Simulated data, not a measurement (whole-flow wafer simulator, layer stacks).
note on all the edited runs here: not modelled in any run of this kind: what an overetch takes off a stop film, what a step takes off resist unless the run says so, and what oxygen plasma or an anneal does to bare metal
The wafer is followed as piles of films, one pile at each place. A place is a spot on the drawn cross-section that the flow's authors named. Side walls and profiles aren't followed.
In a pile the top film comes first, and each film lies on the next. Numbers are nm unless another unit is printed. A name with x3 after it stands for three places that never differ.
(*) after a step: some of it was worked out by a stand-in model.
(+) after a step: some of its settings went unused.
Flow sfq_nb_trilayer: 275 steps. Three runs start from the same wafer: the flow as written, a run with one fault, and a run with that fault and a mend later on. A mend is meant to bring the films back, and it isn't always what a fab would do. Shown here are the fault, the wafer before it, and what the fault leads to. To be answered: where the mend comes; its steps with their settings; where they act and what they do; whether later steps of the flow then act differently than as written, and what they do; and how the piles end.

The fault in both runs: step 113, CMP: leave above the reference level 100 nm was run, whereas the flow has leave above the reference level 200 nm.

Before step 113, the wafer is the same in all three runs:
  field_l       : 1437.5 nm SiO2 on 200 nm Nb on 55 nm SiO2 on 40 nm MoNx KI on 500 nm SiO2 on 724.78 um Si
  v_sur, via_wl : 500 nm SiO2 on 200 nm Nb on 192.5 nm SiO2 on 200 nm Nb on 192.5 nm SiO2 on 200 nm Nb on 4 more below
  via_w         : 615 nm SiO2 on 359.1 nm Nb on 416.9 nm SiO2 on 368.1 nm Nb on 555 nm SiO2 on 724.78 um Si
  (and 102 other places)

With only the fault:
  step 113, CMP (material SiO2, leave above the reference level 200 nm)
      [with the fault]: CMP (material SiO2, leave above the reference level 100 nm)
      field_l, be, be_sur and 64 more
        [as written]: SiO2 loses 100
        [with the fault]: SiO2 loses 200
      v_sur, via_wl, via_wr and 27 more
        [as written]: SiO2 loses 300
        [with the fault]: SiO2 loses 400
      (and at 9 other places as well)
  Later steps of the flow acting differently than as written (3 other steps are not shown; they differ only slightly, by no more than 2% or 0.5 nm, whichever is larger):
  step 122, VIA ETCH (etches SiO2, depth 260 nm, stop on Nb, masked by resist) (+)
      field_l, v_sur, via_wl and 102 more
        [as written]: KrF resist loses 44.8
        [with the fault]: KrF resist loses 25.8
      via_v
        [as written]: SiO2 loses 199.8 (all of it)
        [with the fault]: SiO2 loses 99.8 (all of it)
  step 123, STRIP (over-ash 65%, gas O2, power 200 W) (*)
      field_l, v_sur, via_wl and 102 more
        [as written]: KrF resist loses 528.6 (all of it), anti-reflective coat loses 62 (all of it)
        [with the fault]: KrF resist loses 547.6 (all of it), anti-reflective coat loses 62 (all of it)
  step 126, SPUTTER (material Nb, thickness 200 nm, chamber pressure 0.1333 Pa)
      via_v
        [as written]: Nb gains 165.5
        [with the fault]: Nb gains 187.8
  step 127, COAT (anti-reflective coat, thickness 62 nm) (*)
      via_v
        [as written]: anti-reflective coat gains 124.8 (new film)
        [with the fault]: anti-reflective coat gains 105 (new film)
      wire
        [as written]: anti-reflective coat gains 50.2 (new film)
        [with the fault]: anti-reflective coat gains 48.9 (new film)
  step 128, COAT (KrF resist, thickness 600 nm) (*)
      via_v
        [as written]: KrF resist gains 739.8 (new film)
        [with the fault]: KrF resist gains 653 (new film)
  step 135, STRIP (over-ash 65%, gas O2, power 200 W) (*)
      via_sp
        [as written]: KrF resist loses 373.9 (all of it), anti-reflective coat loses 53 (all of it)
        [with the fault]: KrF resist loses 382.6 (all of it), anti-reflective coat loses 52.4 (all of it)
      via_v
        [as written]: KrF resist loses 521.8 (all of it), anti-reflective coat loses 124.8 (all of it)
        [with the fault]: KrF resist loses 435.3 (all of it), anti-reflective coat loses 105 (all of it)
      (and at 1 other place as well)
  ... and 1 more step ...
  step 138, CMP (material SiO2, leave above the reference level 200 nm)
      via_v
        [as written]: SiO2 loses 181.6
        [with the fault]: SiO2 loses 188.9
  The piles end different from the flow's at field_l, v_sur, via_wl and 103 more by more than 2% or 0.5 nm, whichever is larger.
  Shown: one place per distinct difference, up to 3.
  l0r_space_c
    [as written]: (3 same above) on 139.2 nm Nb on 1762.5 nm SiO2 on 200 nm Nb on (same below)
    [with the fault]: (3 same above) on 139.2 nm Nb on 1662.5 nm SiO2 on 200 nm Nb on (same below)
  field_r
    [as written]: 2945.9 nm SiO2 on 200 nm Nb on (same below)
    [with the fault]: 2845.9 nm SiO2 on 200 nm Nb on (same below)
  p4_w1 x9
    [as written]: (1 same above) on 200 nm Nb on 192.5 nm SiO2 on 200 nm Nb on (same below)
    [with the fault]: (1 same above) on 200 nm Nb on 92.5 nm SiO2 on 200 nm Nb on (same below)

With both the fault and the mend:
  The mend stands after step 114.
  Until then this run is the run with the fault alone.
  step 114a, PECVD (material SiO2, thickness 100 nm, 150 C, 22.22 s, RF power 183.3 W, pressure 2.4 Torr, precursor SiH4/N2O) (the flow's step 112 again, with other settings)
      field_l, v_sur, via_wl and 103 more
        SiO2 gains 100
  None of the later steps of the flow acts differently than as written at any place that is followed.
  The piles end the same as the flow's at every place that both follow.
